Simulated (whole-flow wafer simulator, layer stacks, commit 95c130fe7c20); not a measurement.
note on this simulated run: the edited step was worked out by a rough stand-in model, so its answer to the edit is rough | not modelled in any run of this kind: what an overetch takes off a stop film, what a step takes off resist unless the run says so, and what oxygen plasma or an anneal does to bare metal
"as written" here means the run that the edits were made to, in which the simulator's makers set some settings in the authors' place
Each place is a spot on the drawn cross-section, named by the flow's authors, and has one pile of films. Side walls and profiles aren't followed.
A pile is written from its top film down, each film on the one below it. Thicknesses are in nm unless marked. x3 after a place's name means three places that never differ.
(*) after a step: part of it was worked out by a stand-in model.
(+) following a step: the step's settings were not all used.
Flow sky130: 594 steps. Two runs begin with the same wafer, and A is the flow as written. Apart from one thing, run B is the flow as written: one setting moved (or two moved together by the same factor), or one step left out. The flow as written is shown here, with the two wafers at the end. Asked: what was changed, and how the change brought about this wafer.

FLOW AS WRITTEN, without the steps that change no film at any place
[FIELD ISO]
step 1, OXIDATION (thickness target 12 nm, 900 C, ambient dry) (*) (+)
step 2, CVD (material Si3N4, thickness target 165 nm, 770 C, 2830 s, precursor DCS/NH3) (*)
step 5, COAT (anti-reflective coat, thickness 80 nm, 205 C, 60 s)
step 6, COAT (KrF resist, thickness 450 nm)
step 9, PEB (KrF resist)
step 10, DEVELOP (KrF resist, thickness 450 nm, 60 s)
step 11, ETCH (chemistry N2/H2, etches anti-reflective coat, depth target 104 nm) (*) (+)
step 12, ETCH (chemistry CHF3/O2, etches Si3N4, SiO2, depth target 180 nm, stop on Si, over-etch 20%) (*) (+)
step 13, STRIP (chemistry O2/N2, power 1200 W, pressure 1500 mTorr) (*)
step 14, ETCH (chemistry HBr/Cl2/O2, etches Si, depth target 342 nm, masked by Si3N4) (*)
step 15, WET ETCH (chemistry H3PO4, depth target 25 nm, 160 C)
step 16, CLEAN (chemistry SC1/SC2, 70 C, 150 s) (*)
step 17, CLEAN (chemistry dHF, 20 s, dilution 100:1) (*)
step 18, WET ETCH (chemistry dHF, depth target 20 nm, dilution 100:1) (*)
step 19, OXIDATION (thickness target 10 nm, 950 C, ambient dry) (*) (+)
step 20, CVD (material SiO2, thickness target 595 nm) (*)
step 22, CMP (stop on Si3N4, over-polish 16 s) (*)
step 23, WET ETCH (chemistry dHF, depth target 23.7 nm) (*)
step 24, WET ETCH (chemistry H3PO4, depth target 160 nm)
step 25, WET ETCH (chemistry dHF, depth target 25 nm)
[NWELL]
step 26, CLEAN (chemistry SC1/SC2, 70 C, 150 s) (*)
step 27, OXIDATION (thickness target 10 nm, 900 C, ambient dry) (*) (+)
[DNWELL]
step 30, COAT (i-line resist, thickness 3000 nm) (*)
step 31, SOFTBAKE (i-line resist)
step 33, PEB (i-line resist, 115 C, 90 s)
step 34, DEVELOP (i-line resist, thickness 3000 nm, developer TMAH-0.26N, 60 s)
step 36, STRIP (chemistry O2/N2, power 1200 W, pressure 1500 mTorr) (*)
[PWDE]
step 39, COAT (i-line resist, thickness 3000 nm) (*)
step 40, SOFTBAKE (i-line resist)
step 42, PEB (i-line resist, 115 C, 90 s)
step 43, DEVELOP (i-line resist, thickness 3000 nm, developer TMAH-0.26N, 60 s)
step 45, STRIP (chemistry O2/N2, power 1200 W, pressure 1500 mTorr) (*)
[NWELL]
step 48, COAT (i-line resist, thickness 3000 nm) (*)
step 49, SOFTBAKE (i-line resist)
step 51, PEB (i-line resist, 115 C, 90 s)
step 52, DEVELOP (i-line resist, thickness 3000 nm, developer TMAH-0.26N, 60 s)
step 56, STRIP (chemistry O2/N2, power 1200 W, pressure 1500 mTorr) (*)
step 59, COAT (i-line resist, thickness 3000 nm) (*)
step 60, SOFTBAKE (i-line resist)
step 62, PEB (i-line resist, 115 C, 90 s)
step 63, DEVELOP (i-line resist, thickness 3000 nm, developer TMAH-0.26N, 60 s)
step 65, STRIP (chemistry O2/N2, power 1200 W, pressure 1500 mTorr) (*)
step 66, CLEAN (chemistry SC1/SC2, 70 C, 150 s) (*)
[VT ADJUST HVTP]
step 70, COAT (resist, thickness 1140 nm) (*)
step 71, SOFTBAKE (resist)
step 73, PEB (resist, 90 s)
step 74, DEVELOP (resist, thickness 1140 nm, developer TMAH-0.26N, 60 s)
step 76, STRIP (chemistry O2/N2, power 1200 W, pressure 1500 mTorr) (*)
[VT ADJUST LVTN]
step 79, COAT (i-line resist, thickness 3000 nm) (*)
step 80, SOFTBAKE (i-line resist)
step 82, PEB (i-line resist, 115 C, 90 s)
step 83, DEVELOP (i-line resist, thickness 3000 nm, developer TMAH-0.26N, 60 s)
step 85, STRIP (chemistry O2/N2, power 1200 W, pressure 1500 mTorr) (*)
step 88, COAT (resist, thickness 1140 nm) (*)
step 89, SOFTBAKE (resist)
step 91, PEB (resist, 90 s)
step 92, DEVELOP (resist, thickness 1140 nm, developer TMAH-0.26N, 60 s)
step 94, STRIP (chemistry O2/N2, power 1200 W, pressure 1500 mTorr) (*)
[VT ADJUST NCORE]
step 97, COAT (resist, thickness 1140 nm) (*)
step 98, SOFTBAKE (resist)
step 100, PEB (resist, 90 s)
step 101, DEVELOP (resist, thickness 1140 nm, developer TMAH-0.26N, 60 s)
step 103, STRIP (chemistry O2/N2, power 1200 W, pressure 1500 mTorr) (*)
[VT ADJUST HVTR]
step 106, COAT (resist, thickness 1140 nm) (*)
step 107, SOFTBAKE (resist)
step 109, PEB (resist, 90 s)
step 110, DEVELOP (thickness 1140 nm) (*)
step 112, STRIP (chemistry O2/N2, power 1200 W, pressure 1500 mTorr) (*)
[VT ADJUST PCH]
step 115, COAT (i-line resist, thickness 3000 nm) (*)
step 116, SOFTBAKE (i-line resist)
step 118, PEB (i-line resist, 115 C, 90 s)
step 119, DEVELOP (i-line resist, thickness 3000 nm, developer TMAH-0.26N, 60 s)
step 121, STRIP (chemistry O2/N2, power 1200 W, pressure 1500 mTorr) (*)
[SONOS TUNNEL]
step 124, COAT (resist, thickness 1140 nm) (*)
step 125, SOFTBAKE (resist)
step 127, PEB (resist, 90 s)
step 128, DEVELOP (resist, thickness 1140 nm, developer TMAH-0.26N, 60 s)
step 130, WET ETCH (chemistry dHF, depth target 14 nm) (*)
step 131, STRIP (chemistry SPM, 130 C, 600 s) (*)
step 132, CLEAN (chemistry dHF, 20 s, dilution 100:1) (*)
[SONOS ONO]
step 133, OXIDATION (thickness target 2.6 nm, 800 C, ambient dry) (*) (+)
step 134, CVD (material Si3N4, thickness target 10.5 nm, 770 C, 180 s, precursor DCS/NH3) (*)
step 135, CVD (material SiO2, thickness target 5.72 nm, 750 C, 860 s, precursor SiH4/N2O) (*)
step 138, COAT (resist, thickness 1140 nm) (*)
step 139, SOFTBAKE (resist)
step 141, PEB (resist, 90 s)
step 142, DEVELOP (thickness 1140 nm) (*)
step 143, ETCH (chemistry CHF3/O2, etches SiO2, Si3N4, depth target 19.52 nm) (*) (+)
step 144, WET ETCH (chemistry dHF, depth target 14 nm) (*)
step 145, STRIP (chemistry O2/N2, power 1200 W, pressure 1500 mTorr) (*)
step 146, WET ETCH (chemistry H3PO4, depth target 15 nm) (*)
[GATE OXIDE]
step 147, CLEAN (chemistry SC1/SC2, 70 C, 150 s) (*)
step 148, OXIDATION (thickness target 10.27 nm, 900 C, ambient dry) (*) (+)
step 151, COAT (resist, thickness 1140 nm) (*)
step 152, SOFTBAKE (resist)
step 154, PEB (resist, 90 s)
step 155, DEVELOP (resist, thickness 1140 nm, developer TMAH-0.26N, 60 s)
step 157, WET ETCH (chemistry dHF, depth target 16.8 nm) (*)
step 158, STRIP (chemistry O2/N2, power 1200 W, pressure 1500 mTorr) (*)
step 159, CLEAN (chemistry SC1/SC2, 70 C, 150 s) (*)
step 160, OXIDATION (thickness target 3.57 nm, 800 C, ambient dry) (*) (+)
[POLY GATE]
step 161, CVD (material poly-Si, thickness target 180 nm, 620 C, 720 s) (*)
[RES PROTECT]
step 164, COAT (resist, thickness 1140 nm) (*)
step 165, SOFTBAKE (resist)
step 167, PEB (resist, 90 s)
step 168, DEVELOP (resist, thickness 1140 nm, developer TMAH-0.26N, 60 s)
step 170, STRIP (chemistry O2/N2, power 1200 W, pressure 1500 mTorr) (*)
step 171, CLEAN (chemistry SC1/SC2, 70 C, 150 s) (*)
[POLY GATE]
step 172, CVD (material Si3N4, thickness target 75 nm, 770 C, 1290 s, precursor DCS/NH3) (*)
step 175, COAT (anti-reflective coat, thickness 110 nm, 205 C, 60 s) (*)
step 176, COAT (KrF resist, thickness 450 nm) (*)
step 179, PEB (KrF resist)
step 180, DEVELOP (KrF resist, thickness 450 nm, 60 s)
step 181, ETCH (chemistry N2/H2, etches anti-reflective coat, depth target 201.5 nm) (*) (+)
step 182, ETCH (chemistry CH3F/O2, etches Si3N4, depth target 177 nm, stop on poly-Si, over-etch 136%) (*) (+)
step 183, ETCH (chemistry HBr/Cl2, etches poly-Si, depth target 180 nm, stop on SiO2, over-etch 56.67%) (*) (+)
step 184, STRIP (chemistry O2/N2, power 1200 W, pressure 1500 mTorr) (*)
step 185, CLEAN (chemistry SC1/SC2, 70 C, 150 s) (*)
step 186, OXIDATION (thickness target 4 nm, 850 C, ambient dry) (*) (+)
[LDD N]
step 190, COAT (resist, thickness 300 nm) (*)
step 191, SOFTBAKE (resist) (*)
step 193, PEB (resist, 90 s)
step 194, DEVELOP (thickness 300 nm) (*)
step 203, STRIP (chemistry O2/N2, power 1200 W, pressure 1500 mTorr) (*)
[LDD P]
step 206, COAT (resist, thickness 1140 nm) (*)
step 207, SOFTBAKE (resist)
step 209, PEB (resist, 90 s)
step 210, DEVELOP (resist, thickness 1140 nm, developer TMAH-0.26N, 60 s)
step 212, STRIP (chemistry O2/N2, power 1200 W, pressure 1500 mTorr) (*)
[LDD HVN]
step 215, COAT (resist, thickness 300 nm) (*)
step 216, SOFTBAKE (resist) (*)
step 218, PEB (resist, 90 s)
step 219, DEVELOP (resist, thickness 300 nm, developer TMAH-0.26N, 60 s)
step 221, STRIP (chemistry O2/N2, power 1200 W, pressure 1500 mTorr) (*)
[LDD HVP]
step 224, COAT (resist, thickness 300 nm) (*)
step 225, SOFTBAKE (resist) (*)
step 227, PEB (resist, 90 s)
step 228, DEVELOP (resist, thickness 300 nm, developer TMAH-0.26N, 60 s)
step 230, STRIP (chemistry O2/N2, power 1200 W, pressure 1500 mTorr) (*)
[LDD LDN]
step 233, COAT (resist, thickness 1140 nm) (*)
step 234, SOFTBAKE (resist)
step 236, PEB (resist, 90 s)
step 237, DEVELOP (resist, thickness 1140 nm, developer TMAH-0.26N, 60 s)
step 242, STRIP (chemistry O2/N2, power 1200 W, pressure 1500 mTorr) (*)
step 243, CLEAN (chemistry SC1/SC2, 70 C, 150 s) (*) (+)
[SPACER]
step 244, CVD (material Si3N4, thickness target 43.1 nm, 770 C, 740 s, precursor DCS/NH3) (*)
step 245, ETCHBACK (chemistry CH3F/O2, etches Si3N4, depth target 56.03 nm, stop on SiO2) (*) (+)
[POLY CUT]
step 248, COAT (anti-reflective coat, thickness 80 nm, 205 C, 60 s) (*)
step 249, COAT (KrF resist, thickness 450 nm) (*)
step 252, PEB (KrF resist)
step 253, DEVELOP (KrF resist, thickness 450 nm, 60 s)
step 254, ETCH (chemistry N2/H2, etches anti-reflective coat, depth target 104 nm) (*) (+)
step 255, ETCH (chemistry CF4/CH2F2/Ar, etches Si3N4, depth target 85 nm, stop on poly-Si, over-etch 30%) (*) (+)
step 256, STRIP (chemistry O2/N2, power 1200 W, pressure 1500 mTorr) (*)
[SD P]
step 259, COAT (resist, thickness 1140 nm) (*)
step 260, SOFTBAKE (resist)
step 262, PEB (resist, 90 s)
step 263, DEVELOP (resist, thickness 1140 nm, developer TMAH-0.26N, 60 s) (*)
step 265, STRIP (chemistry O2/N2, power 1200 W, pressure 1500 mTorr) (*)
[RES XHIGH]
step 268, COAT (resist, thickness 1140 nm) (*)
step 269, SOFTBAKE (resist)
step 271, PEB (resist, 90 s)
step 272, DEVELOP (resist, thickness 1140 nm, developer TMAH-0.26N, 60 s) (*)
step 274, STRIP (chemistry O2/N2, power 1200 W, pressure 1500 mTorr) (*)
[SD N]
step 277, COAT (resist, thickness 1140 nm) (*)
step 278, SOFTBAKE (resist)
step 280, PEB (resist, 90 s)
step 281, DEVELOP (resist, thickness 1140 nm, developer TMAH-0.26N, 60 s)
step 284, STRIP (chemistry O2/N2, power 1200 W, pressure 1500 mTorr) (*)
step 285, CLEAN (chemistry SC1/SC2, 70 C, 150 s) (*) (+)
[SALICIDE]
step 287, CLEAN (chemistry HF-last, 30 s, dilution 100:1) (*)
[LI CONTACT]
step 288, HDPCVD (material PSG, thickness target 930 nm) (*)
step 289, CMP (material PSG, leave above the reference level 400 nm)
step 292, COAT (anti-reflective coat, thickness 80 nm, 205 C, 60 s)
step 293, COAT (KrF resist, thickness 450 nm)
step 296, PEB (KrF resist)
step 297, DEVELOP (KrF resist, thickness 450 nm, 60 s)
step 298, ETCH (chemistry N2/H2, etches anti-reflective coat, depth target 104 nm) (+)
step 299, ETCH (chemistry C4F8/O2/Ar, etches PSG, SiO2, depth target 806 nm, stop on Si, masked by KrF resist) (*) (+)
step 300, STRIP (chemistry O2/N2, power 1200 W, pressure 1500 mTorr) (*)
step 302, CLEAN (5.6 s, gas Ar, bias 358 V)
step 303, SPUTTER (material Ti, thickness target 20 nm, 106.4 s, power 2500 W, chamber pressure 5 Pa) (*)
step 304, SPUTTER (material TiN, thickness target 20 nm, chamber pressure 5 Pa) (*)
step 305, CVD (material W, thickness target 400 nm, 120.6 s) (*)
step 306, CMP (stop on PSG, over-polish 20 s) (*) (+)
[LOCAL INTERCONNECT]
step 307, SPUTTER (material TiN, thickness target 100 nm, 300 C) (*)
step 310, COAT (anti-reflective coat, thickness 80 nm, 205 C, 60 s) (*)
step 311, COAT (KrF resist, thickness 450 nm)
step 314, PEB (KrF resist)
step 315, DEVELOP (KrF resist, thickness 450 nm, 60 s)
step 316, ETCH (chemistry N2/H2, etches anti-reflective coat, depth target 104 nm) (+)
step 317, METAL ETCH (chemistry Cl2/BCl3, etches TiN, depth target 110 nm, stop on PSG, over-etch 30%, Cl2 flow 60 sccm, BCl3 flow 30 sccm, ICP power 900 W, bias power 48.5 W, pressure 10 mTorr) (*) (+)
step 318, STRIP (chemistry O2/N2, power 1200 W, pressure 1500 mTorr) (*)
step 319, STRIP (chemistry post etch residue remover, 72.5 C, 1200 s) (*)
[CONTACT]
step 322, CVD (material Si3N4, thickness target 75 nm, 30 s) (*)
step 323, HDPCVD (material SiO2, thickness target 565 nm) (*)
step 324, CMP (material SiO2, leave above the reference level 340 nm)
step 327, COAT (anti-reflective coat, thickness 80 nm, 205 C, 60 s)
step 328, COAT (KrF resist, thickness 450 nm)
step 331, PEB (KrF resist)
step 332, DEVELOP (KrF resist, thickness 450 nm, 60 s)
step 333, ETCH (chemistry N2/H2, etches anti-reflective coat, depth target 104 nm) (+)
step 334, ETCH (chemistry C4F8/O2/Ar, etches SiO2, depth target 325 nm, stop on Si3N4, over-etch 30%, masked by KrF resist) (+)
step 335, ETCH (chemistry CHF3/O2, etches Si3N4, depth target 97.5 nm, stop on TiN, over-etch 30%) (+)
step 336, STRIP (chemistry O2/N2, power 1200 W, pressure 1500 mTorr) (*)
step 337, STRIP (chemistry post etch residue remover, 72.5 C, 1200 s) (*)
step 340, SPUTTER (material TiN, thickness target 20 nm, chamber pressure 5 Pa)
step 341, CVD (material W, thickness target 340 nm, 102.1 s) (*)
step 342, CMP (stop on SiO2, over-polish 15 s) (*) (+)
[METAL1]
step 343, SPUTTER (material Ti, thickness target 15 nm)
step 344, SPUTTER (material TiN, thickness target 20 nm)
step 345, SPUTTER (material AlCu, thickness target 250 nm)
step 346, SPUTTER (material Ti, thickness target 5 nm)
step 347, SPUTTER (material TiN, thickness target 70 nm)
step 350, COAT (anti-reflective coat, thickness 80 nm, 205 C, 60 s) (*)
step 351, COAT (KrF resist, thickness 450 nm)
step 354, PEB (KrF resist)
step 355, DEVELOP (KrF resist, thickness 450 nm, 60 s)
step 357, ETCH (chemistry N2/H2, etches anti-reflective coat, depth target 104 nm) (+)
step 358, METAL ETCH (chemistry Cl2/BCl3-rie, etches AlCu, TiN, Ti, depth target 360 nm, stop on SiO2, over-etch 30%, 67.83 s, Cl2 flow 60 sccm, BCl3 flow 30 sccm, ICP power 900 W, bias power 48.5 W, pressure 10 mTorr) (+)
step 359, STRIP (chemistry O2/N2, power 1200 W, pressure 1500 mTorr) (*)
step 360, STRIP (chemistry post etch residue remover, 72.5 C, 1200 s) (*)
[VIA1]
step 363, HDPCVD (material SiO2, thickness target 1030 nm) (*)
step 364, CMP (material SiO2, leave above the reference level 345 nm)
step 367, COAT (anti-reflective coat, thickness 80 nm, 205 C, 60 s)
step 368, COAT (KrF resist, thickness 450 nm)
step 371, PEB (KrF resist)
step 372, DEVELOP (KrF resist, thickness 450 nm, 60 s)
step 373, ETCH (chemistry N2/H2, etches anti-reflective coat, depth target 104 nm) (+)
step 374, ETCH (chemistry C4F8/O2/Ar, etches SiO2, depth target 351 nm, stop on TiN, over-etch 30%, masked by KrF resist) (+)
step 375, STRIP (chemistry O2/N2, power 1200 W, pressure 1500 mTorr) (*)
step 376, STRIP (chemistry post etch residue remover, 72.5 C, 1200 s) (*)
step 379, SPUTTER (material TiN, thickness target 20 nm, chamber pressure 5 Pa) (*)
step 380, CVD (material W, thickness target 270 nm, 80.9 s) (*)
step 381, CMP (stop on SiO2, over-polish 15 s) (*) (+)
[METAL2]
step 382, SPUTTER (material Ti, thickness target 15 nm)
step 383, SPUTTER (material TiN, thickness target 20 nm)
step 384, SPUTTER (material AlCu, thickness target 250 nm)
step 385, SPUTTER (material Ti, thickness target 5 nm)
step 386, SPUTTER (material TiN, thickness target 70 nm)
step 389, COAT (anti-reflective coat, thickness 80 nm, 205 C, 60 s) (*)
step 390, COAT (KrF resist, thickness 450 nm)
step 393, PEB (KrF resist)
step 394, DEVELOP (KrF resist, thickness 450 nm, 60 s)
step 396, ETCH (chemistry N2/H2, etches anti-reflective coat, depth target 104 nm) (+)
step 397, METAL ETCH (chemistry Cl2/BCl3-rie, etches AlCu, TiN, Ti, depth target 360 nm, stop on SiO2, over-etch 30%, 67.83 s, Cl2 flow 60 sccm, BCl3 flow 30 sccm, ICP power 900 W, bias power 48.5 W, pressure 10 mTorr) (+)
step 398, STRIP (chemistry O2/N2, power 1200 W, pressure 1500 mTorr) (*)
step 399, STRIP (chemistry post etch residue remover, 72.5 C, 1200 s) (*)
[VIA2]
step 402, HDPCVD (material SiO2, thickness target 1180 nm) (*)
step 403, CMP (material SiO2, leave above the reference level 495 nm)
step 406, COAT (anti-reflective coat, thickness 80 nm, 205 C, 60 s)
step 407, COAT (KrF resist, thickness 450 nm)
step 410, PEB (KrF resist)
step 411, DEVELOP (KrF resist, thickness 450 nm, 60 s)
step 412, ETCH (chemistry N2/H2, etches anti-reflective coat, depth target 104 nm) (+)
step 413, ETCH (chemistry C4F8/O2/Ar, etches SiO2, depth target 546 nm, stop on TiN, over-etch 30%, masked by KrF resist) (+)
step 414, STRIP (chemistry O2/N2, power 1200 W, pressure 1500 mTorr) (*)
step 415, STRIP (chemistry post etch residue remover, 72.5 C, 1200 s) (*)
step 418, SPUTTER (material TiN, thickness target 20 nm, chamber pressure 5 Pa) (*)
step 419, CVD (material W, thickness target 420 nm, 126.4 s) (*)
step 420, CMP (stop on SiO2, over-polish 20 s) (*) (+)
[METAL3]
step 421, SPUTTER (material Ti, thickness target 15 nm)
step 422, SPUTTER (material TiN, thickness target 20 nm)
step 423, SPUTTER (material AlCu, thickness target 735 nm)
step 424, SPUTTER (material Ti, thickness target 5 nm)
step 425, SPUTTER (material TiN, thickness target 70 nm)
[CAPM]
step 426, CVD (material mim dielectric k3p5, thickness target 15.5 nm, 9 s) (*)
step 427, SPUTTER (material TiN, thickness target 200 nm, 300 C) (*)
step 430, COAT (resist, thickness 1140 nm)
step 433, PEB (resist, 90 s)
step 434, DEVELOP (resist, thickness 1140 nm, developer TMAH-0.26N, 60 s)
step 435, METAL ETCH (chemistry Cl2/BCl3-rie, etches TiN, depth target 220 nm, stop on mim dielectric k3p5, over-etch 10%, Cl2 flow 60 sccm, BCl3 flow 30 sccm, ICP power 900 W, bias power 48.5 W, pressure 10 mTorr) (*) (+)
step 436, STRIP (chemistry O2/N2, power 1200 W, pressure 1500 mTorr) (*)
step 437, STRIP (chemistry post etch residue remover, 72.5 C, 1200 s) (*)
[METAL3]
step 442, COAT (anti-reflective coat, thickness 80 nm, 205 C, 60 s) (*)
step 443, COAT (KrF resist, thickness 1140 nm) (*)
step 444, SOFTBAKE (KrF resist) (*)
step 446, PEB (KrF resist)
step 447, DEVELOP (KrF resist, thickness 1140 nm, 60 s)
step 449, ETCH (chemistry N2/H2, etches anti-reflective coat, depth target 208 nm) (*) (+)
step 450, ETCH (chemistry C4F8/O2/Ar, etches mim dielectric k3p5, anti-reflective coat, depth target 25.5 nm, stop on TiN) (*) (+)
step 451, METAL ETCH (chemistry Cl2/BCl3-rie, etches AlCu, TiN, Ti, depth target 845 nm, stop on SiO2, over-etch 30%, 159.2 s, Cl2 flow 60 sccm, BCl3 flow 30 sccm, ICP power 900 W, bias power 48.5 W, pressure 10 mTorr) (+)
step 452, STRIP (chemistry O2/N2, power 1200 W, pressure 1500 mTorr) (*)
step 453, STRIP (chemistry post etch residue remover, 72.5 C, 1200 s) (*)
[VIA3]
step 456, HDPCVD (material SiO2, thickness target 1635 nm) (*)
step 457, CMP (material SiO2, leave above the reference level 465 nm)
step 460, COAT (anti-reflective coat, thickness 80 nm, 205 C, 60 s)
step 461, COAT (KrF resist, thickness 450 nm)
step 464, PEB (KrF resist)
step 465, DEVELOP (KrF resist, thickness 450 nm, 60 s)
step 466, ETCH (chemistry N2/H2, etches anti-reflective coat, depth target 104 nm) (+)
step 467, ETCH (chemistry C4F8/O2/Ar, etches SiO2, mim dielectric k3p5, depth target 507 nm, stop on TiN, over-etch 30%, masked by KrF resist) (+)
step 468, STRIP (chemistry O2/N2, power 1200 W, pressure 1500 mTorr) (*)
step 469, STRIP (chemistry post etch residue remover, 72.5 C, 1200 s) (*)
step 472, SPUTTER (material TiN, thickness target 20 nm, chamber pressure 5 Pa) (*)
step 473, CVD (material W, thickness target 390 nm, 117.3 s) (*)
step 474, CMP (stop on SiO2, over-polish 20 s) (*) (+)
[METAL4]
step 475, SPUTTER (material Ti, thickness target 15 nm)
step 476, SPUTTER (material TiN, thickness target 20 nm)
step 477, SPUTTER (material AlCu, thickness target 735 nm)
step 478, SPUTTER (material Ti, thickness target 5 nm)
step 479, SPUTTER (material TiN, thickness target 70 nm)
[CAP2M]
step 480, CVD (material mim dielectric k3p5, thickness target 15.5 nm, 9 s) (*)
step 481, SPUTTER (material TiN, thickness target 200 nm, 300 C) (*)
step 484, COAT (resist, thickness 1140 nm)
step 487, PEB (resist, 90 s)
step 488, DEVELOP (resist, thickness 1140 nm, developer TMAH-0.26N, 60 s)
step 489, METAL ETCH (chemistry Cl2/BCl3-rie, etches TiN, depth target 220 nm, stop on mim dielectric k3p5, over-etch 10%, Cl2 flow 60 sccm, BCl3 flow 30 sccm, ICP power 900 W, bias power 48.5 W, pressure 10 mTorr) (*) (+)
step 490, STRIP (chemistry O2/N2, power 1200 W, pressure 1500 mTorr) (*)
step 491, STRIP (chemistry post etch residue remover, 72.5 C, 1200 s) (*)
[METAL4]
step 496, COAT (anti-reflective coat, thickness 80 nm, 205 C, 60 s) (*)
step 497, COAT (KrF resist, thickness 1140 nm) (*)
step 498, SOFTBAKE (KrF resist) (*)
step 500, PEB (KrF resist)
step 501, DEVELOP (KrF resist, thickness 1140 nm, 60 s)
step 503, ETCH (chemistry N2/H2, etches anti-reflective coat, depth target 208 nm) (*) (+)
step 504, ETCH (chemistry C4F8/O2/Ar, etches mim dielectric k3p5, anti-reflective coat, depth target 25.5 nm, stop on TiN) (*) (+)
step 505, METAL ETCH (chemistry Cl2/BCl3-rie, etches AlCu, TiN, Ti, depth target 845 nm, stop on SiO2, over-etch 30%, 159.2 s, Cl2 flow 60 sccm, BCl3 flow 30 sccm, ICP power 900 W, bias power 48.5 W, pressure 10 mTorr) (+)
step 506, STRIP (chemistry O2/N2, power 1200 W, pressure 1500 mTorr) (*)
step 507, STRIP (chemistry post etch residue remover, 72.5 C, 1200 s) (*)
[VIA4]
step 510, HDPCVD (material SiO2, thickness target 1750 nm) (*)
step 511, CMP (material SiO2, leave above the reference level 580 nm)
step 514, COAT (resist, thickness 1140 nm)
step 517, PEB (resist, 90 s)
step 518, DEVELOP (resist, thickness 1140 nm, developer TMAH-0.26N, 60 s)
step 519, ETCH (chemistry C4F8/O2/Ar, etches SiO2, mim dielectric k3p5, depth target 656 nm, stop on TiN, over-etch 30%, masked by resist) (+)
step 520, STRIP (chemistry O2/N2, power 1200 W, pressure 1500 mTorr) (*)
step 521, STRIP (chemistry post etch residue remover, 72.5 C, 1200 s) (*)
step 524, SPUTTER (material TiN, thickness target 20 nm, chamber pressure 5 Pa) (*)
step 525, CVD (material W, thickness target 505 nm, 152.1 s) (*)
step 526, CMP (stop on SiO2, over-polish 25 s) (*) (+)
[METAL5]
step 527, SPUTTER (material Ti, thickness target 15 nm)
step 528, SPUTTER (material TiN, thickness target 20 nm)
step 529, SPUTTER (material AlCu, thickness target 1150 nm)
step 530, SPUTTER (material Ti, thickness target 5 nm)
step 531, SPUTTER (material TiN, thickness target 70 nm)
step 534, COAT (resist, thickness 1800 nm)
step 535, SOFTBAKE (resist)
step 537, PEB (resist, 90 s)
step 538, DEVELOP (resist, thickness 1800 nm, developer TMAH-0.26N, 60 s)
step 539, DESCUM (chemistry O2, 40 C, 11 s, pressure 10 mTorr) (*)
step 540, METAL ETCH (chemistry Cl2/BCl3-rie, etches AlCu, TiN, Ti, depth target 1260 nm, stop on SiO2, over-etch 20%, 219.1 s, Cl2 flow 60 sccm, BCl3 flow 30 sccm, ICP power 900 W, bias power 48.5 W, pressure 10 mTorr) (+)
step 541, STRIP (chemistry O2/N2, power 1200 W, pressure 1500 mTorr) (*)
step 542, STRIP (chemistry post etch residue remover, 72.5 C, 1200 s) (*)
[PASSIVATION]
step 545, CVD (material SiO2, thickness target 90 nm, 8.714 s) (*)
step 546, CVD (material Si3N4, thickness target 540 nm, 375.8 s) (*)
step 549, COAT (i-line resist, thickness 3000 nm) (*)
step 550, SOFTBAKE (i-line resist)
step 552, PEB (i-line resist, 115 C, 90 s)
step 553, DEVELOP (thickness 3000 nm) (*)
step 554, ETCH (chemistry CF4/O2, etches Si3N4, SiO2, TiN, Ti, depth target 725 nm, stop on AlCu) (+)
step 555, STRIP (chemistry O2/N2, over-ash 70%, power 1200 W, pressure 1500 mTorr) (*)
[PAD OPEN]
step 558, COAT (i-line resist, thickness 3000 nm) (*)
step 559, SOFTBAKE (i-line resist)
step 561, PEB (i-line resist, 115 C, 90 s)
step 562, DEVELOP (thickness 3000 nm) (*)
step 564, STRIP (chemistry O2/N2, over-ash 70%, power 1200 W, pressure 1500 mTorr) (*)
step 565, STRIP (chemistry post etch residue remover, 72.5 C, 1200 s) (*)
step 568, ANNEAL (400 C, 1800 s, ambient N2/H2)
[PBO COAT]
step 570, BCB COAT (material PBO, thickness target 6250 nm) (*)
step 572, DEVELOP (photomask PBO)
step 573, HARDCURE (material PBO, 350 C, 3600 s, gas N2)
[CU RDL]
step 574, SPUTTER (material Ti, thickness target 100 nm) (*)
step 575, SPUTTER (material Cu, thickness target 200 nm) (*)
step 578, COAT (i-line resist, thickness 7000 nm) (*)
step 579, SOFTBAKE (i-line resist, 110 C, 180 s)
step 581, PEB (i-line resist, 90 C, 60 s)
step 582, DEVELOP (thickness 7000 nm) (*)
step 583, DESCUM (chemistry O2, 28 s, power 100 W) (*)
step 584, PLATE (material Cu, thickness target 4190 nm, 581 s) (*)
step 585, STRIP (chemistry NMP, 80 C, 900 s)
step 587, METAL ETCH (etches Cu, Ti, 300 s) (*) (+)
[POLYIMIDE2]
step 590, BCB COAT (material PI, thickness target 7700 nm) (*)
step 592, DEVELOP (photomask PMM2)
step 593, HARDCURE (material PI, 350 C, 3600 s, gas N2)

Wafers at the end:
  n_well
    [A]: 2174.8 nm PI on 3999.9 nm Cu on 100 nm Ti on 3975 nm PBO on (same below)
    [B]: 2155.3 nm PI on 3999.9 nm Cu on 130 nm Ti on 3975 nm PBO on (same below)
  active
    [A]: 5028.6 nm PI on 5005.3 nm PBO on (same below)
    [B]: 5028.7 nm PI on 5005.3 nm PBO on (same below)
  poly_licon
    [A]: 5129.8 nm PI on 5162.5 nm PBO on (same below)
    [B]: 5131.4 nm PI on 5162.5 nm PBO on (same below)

What caused this: step 574, SPUTTER: thickness target 130 nm was run, while the flow as written has thickness target 100 nm.
One can read it off the wafer: n_well has Ti 130, and step 574 as written asks for 100 nm.

The path from the change to this, step by step:
  step 574, SPUTTER (material Ti, thickness target 100 nm) (*)
      field, active, n_well and 190 more: A Ti gains 100 (new film) | B Ti gains 130 (new film)
  step 587, METAL ETCH (etches Cu, Ti, 300 s) (*) (+)
      field, active, gate and 167 more: A Cu loses 200 (all of it), Ti loses 100 (all of it) | B Cu loses 200 (all of it), Ti loses 130 (all of it)
  step 590, BCB COAT (material PI, thickness target 7700 nm) (*)
      de16_gate_nw: A PI gains 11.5 um (new film) | B PI gains 11.53 um (new film)
